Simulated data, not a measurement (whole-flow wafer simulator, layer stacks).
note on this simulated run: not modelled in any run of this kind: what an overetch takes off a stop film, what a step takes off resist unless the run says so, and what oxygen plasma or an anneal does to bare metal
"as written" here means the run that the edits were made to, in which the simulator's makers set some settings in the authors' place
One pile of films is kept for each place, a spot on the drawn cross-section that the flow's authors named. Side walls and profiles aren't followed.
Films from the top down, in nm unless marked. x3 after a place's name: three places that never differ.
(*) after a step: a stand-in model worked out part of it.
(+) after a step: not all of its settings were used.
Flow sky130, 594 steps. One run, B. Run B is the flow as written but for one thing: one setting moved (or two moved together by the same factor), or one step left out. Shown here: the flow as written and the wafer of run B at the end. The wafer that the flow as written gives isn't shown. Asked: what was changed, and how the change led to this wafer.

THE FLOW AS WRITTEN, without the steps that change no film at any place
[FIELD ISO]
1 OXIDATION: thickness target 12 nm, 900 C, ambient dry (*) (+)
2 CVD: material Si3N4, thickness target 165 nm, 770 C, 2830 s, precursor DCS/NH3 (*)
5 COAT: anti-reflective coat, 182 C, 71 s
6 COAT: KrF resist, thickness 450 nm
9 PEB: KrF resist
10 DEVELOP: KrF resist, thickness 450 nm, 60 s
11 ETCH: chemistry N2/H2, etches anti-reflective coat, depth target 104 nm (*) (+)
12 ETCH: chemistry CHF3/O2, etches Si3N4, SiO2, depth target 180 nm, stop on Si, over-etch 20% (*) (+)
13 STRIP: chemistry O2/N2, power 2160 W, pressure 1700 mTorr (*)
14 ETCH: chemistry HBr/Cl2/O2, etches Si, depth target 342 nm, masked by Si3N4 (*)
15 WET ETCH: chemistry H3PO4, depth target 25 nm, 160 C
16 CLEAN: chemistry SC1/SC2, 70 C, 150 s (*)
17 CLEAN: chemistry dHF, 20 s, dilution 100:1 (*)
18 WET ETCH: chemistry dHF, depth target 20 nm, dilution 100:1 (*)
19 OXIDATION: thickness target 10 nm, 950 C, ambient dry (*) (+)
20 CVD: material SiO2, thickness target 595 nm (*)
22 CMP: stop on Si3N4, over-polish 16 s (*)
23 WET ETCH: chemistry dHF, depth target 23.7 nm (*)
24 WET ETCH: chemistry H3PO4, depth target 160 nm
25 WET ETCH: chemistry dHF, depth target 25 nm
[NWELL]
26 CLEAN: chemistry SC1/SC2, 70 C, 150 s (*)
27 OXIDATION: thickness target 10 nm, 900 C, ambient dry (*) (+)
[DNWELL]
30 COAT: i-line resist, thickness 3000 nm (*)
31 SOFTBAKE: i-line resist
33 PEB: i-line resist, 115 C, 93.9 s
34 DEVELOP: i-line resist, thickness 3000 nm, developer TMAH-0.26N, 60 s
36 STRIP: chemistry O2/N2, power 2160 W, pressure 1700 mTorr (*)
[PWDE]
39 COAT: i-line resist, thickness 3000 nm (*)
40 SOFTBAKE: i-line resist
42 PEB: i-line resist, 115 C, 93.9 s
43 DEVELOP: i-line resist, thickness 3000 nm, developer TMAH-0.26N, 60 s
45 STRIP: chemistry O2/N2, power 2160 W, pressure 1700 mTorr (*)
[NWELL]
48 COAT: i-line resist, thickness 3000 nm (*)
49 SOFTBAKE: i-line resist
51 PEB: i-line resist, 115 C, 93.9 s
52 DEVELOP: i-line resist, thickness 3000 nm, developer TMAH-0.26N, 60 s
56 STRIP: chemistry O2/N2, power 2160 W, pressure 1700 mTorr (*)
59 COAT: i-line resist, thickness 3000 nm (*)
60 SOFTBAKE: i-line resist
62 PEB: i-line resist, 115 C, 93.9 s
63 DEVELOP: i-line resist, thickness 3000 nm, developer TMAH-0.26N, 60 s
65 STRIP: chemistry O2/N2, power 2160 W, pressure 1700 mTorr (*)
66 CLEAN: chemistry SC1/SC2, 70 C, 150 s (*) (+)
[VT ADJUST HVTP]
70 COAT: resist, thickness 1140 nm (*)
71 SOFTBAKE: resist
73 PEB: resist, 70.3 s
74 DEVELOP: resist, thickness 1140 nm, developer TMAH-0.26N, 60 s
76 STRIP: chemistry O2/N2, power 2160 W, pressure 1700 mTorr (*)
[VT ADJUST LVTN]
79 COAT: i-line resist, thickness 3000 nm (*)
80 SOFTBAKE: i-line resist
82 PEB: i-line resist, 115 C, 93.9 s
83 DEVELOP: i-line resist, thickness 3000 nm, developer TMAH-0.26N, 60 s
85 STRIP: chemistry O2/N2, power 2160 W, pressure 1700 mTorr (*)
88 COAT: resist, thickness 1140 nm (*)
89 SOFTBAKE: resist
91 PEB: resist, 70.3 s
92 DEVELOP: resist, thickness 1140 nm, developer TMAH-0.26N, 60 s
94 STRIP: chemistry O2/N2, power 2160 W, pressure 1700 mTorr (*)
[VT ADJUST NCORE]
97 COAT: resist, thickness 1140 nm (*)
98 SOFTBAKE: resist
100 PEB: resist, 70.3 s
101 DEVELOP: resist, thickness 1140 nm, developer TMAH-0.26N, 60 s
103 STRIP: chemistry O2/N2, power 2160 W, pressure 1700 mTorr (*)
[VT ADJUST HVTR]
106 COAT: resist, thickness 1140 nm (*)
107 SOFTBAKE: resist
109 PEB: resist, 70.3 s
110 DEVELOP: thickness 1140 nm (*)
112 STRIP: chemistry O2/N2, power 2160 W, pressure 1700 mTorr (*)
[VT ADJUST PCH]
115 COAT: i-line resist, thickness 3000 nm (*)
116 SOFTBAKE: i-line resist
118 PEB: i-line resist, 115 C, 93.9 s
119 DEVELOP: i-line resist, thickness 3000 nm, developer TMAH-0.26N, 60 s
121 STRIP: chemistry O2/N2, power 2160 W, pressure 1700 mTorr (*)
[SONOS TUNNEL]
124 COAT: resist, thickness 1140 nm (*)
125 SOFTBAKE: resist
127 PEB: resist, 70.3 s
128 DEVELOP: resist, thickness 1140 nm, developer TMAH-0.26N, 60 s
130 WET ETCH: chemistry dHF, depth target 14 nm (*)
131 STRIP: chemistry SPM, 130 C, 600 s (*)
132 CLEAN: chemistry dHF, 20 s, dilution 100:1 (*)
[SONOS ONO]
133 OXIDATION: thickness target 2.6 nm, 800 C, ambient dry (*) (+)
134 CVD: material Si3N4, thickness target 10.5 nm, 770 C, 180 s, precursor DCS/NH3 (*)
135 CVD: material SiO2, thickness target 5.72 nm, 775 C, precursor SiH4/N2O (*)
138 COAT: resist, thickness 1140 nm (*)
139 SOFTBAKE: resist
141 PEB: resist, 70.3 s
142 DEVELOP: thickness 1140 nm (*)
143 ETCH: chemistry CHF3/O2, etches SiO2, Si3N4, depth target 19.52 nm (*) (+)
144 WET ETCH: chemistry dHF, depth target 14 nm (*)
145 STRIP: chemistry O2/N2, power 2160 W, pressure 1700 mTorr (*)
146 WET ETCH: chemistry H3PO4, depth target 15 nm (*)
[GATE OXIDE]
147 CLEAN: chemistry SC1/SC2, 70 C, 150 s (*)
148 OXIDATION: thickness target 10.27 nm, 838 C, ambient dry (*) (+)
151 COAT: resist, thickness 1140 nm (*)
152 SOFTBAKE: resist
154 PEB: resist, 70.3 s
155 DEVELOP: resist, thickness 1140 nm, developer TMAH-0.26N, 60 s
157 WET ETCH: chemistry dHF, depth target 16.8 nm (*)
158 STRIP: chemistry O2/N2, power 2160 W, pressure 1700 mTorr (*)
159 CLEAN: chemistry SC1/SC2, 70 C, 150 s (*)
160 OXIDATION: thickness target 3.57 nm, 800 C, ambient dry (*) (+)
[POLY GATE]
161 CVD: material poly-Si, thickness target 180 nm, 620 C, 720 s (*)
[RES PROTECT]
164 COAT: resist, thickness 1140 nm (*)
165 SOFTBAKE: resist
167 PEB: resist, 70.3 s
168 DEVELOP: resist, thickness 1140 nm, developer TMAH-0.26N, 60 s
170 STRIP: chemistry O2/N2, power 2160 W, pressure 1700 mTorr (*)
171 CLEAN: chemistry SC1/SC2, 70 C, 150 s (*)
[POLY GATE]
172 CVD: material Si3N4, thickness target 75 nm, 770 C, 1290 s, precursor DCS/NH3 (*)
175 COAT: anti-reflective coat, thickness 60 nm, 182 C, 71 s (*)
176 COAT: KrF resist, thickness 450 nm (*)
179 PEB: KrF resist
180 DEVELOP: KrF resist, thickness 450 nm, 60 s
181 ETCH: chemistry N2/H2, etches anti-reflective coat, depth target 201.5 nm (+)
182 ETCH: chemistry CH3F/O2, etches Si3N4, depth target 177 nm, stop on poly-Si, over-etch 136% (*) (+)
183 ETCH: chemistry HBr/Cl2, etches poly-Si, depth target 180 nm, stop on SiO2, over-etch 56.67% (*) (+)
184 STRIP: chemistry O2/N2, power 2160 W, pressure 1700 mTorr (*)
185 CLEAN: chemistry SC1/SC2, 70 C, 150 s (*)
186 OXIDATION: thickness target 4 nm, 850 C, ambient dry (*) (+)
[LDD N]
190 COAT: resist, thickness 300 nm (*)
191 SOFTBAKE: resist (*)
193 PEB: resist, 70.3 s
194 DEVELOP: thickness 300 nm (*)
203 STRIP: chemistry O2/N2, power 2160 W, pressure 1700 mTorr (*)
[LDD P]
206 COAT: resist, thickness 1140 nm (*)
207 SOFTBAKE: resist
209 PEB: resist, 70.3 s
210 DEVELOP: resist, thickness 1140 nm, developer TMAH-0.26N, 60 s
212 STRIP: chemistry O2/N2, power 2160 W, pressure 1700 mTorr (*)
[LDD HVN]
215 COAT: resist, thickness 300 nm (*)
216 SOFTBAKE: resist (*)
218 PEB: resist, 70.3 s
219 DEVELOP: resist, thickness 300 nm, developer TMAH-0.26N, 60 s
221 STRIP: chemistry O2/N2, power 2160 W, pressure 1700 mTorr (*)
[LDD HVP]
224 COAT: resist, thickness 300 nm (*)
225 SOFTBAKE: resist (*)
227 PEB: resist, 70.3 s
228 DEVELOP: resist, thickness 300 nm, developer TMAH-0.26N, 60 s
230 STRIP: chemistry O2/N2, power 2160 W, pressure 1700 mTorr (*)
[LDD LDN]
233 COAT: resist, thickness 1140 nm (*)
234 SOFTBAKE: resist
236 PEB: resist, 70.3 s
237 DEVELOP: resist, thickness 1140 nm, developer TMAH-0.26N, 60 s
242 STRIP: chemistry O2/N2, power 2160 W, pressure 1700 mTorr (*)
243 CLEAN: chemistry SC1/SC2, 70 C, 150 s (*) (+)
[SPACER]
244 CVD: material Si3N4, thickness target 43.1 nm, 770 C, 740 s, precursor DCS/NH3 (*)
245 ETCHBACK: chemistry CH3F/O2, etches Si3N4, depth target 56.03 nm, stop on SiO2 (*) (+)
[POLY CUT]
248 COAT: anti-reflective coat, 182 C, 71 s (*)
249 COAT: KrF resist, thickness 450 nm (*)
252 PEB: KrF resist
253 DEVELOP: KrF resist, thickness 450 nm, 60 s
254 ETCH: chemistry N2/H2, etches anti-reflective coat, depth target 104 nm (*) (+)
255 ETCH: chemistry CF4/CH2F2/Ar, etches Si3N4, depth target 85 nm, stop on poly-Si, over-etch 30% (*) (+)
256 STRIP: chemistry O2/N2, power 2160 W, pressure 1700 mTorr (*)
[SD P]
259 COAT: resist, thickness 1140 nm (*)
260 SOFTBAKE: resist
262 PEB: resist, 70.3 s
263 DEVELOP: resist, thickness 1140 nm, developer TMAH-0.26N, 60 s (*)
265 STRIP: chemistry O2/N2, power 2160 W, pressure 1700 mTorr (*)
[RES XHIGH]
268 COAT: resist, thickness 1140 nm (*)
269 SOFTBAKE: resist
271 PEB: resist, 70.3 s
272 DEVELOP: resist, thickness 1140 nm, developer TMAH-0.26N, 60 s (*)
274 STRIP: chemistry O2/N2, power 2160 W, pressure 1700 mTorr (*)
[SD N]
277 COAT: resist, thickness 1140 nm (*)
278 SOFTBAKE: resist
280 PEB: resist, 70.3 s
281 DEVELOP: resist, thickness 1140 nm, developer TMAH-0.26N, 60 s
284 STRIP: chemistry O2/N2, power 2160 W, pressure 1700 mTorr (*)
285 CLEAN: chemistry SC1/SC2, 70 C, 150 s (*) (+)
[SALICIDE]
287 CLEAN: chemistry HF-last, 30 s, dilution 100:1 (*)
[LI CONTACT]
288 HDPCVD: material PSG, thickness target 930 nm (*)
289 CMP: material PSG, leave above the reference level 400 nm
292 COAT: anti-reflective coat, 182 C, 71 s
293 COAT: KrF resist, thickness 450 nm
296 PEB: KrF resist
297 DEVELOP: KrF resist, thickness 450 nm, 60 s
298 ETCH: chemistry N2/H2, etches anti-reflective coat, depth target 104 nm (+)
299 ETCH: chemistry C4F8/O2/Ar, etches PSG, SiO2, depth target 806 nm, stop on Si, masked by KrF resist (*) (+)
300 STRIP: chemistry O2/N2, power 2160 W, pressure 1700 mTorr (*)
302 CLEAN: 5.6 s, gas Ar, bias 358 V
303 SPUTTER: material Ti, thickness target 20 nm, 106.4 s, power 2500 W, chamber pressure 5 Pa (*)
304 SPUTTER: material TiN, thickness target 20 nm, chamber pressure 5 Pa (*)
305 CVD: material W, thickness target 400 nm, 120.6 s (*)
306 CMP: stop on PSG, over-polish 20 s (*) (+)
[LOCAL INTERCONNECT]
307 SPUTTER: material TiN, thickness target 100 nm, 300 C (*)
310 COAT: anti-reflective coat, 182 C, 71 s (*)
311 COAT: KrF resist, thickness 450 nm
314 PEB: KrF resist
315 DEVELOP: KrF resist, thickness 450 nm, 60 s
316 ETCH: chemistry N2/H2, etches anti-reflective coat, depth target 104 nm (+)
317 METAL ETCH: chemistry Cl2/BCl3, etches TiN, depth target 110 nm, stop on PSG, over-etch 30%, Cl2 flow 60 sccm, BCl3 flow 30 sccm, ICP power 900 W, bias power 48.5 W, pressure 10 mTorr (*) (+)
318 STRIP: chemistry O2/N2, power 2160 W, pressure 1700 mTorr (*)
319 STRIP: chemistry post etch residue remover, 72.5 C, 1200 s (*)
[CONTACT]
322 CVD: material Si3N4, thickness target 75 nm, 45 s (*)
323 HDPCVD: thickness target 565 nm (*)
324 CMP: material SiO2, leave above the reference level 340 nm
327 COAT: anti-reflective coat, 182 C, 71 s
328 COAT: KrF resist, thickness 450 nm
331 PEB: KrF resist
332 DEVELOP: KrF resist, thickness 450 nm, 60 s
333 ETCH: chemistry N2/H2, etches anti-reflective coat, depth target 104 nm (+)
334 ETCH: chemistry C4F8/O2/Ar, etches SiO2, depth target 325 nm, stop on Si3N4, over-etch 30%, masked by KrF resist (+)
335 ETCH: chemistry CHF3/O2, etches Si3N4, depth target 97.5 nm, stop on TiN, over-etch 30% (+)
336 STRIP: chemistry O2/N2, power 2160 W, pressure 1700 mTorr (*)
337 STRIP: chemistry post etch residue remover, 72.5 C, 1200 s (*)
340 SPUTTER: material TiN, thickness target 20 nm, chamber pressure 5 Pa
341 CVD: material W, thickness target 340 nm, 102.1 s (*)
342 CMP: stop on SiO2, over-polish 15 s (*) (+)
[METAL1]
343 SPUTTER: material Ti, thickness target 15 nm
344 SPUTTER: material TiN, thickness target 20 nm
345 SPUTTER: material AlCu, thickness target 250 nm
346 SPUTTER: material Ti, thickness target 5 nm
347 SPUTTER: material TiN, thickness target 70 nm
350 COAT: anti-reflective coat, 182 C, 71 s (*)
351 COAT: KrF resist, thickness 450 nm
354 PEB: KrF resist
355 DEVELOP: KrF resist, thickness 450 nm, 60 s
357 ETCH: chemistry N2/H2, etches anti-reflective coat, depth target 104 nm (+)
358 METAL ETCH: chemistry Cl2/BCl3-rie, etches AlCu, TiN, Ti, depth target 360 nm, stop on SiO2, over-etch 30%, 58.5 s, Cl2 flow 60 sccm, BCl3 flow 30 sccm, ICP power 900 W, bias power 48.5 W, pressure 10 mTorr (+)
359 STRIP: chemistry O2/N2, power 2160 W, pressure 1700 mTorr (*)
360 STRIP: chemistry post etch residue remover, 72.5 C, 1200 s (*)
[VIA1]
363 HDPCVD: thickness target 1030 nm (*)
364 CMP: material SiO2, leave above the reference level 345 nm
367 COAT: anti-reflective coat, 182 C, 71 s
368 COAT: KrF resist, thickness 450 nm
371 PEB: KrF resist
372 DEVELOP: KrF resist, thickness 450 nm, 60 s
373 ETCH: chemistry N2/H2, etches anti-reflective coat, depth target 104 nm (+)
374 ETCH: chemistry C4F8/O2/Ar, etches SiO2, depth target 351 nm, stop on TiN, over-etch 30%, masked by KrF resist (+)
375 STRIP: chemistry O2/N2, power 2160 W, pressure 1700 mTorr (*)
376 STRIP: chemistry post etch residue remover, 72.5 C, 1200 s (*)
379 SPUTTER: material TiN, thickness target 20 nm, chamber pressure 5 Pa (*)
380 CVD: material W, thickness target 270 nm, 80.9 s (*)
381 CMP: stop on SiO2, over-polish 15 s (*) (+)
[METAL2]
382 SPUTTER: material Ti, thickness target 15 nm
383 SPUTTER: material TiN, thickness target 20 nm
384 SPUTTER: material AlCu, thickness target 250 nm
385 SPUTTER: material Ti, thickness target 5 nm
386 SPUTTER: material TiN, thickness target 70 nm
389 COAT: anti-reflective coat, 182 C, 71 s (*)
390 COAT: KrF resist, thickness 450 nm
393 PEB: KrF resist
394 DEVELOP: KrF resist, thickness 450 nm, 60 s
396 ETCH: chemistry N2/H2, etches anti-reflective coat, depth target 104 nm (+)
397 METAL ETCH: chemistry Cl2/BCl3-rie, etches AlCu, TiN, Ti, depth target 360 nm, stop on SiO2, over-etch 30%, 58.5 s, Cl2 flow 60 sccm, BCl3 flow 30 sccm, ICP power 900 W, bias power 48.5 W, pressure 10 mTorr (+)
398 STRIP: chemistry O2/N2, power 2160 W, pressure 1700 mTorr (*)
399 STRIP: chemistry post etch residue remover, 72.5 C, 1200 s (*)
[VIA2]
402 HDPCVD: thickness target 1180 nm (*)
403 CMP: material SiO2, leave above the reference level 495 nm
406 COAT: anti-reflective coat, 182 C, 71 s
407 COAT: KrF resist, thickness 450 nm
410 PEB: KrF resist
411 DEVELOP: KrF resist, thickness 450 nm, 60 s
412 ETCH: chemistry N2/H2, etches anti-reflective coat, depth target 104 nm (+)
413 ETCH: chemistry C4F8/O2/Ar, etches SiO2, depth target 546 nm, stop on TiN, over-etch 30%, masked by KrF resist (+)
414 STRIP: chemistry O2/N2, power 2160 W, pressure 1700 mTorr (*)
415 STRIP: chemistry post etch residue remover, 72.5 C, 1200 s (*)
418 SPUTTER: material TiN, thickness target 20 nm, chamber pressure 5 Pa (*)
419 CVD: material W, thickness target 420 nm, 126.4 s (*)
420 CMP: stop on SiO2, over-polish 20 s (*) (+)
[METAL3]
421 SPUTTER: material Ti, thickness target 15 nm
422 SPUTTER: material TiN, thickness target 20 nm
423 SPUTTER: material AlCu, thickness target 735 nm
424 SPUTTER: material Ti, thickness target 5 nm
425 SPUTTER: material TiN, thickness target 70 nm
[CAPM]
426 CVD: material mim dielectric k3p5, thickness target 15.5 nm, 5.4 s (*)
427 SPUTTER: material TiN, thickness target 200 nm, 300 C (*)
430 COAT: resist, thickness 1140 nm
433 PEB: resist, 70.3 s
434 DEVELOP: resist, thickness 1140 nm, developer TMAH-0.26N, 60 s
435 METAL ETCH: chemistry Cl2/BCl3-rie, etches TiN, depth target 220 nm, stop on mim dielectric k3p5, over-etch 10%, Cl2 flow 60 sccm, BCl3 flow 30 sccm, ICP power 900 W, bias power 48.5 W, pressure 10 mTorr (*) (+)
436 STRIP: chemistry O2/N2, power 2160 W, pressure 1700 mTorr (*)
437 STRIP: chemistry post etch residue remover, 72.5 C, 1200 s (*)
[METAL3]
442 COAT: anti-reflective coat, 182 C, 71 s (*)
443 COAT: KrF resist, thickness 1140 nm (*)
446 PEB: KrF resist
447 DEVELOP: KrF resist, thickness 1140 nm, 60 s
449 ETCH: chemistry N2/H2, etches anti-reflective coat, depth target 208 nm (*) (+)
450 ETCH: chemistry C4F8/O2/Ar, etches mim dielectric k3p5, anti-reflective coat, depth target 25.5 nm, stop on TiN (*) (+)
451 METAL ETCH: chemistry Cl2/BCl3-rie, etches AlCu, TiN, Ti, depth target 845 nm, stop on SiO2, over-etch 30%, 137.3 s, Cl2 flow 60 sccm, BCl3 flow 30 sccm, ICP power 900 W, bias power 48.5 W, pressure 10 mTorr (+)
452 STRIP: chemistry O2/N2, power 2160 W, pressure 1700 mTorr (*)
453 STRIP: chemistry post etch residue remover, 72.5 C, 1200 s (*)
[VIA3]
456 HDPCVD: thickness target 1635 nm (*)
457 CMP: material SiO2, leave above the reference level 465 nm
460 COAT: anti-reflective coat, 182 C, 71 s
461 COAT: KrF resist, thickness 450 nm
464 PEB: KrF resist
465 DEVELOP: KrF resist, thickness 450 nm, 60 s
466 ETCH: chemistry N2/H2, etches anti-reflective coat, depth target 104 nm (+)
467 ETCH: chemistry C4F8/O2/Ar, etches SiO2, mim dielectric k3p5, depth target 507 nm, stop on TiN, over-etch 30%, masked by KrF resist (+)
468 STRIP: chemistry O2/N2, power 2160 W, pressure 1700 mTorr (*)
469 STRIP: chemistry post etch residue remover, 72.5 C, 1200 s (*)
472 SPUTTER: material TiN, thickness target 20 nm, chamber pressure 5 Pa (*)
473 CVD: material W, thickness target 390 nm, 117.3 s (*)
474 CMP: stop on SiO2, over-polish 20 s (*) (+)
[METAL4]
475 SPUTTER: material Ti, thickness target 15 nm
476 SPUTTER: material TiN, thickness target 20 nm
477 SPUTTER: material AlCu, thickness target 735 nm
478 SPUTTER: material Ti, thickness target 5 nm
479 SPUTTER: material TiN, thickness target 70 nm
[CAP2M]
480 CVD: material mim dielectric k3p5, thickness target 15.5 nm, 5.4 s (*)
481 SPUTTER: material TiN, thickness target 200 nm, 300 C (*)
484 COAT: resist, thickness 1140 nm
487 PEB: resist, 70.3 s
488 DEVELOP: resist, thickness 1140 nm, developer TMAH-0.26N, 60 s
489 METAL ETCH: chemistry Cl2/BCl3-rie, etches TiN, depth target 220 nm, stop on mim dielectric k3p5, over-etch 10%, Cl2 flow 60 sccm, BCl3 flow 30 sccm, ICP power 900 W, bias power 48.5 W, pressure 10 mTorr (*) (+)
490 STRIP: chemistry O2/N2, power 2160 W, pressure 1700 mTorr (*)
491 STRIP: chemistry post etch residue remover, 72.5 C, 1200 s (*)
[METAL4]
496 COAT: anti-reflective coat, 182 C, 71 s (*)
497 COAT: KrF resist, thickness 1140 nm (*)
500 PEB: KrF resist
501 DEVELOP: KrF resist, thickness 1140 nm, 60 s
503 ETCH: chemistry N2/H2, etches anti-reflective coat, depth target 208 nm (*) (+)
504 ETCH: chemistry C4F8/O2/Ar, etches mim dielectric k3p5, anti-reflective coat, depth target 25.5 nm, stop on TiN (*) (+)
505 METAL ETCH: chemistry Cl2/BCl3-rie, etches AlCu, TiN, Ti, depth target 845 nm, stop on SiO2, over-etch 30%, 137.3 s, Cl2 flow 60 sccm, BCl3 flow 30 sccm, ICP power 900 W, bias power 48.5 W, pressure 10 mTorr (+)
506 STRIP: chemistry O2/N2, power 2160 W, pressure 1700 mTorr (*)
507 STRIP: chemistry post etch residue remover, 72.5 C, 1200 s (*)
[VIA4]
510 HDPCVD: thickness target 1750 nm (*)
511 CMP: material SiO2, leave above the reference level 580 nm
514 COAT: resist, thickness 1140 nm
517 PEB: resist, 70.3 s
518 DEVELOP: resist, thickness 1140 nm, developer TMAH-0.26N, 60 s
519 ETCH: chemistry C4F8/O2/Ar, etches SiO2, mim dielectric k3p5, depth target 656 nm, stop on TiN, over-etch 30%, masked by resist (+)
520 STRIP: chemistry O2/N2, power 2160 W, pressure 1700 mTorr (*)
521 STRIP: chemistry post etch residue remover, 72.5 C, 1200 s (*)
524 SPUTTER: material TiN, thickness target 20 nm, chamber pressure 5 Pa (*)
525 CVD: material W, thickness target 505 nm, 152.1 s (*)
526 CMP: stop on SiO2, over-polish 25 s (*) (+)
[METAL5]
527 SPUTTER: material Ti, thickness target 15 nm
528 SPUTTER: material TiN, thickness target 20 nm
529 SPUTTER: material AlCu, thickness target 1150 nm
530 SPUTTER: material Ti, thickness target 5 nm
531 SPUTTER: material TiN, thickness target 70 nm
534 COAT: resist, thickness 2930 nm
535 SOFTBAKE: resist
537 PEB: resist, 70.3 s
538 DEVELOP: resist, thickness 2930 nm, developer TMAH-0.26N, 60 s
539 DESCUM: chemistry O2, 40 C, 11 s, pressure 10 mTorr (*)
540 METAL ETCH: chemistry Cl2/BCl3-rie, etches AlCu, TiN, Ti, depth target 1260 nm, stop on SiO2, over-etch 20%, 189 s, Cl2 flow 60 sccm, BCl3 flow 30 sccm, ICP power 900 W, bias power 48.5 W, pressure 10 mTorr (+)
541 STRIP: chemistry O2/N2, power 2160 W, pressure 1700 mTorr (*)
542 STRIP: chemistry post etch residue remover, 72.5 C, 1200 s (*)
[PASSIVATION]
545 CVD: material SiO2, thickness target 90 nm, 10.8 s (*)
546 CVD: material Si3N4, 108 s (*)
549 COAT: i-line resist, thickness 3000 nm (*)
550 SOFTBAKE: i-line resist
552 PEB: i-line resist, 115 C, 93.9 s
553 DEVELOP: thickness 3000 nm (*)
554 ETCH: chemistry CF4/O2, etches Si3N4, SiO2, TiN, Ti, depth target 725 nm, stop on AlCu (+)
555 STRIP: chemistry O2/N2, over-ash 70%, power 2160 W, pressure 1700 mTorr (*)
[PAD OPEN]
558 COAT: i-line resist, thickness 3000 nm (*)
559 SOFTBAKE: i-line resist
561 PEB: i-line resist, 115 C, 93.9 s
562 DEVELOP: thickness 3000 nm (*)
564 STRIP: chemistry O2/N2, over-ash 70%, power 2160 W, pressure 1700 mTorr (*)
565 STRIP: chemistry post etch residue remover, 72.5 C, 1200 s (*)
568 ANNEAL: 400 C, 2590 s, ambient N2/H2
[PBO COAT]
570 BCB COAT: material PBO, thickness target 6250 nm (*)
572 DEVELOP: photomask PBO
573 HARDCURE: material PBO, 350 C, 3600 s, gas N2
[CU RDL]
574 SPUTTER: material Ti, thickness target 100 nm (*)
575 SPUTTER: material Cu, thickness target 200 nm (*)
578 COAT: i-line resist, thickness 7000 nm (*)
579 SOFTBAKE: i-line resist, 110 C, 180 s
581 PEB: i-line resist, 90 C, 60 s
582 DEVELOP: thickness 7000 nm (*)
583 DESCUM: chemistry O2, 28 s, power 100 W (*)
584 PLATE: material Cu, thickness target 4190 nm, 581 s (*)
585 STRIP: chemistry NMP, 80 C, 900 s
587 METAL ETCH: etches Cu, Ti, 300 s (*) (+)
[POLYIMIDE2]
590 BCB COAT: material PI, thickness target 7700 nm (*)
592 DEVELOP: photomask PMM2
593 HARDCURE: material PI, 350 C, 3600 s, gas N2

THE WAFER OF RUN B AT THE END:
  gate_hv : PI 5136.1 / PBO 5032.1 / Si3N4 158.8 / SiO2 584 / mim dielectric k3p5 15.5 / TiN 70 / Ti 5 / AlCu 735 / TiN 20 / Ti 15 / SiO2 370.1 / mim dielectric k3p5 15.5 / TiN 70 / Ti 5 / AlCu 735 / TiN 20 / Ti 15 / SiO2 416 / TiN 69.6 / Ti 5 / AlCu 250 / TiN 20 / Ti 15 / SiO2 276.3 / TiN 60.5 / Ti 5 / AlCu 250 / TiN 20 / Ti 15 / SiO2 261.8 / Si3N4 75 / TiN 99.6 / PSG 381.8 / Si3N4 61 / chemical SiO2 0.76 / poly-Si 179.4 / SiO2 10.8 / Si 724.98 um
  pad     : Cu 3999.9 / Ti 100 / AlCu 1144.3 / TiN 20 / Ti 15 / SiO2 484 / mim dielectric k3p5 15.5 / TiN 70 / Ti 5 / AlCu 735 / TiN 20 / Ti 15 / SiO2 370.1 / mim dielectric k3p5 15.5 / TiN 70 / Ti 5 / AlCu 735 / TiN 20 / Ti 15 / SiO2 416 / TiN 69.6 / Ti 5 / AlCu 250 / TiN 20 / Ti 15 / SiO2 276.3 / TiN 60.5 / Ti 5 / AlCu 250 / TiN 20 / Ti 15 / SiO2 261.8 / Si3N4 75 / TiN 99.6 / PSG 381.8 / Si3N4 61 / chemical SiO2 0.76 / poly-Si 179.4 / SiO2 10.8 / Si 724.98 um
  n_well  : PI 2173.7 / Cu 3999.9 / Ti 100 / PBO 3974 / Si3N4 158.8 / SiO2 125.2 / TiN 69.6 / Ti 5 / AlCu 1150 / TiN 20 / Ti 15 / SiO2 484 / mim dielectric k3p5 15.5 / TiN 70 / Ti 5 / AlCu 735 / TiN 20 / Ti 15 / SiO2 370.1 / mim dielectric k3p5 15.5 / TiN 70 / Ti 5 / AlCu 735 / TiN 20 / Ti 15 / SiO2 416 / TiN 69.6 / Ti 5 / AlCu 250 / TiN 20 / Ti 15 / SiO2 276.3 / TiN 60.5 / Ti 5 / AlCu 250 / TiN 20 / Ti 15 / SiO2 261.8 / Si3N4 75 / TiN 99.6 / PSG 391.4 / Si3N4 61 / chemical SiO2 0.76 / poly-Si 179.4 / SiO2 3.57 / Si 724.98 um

The cause: step 347, SPUTTER: thickness target 60.9 nm was run, where the flow has thickness target 70 nm.

How the change led to this, step by step:
  347 SPUTTER: material TiN, thickness target 70 nm
      field, active, n_well and 188 more: TiN +60.9 (new film) (as written it would be: TiN +70 (new film))
  358 METAL ETCH: chemistry Cl2/BCl3-rie, etches AlCu, TiN, Ti, depth target 360 nm, stop on SiO2, over-etch 30%, 58.5 s, Cl2 flow 60 sccm, BCl3 flow 30 sccm, ICP power 900 W, bias power 48.5 W, pressure 10 mTorr (+)
      field, active, gate and 81 more: TiN -59.6 (all of it), Ti -5 (all of it), AlCu -250 (all of it), TiN -20 (all of it), Ti -15 (all of it), SiO2 -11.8 (as written it would be: TiN -68.7 (all of it), Ti -5 (all of it), AlCu -250 (all of it), TiN -20 (all of it), Ti -15 (all of it), SiO2 -10.9)
  374 ETCH: chemistry C4F8/O2/Ar, etches SiO2, depth target 351 nm, stop on TiN, over-etch 30%, masked by KrF resist (+)
      m1, via1_hole: SiO2 -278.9 (all of it) (as written it would be: SiO2 -269.8 (all of it))
